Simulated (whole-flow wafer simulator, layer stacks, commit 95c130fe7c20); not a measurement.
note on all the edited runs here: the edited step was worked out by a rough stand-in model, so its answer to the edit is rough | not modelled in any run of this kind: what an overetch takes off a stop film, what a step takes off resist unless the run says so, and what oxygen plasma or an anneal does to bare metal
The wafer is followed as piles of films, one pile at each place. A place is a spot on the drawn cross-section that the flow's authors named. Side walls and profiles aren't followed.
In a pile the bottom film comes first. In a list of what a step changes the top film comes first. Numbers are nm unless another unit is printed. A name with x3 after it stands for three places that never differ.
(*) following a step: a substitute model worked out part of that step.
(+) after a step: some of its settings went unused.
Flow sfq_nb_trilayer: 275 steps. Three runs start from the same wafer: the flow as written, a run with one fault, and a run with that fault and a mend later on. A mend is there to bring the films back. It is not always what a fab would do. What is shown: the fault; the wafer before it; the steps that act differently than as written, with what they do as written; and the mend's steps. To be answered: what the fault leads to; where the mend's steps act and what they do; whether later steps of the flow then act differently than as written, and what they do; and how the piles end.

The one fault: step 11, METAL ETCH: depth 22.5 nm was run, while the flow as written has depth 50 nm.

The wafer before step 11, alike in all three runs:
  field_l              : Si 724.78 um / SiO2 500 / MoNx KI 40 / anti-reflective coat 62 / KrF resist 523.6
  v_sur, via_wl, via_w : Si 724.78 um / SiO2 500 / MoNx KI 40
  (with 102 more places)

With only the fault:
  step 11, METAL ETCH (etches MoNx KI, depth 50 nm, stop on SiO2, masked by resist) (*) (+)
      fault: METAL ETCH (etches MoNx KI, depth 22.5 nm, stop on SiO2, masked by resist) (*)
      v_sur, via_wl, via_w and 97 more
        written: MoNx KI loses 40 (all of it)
        fault: MoNx KI loses 22.5
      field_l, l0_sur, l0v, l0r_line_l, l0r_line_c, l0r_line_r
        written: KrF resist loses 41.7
        fault: KrF resist loses 18.8
  Steps later in the flow that act otherwise than as written (8 other steps are not shown; they differ only slightly, by no more than 2% or 0.5 nm, whichever is larger):
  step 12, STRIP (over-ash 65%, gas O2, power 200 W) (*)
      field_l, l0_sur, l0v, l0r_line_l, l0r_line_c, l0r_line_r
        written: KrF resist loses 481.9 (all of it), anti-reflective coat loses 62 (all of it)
        fault: KrF resist loses 504.8 (all of it), anti-reflective coat loses 62 (all of it)
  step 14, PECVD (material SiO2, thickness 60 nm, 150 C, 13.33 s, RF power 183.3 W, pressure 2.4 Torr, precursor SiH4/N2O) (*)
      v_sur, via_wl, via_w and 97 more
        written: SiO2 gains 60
        fault: SiO2 gains 60 (new film)
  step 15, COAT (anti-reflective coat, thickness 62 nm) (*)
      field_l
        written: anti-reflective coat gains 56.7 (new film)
        fault: anti-reflective coat gains 58.8 (new film)
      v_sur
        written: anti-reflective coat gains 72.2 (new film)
        fault: anti-reflective coat gains 67.7 (new film)
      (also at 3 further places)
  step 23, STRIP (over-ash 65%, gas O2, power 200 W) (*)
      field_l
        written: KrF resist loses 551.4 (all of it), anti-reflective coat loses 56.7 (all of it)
        fault: KrF resist loses 555.1 (all of it), anti-reflective coat loses 58.8 (all of it)
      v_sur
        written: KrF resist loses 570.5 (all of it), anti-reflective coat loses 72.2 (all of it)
        fault: KrF resist loses 565.6 (all of it), anti-reflective coat loses 67.7 (all of it)
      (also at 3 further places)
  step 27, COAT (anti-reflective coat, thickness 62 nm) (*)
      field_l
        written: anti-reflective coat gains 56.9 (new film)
        fault: anti-reflective coat gains 58.9 (new film)
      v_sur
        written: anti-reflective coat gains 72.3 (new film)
        fault: anti-reflective coat gains 67.8 (new film)
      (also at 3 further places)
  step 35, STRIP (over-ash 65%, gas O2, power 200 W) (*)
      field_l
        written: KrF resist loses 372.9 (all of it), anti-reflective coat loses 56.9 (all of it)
        fault: KrF resist loses 377 (all of it), anti-reflective coat loses 58.9 (all of it)
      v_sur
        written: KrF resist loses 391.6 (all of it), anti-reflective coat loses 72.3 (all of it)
        fault: KrF resist loses 387.5 (all of it), anti-reflective coat loses 67.8 (all of it)
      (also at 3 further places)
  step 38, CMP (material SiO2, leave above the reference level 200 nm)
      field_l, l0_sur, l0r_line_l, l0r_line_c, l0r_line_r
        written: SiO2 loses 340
        fault: SiO2 loses 322.5
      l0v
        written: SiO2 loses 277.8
        fault: SiO2 loses 260.3
  The piles end different from the flow's at v_sur, via_wl, via_w and 97 more by more than 2% or 0.5 nm, whichever is larger.
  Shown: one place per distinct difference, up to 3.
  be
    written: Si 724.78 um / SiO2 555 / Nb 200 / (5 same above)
    fault: Si 724.78 um / SiO2 500 / MoNx KI 17.5 / SiO2 55 / Nb 200 / (5 same above)
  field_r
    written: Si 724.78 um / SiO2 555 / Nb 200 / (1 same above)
    fault: Si 724.78 um / SiO2 500 / MoNx KI 17.5 / SiO2 55 / Nb 200 / (1 same above)
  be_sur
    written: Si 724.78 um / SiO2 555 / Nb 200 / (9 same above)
    fault: Si 724.78 um / SiO2 500 / MoNx KI 17.5 / SiO2 55 / Nb 200 / (9 same above)

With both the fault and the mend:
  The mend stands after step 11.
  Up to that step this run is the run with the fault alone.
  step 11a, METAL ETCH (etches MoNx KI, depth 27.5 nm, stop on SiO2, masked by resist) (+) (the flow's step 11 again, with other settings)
      v_sur, via_wl, via_w and 97 more
        MoNx KI loses 17.5 (all of it)
      field_l, l0_sur, l0v, l0r_line_l, l0r_line_c, l0r_line_r
        KrF resist loses 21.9
  Every later step of the flow that is run acts as written, at every place that is followed, to within 2% or 0.5 nm, whichever is larger.
  The piles end the same as the flow's at every place that both follow.
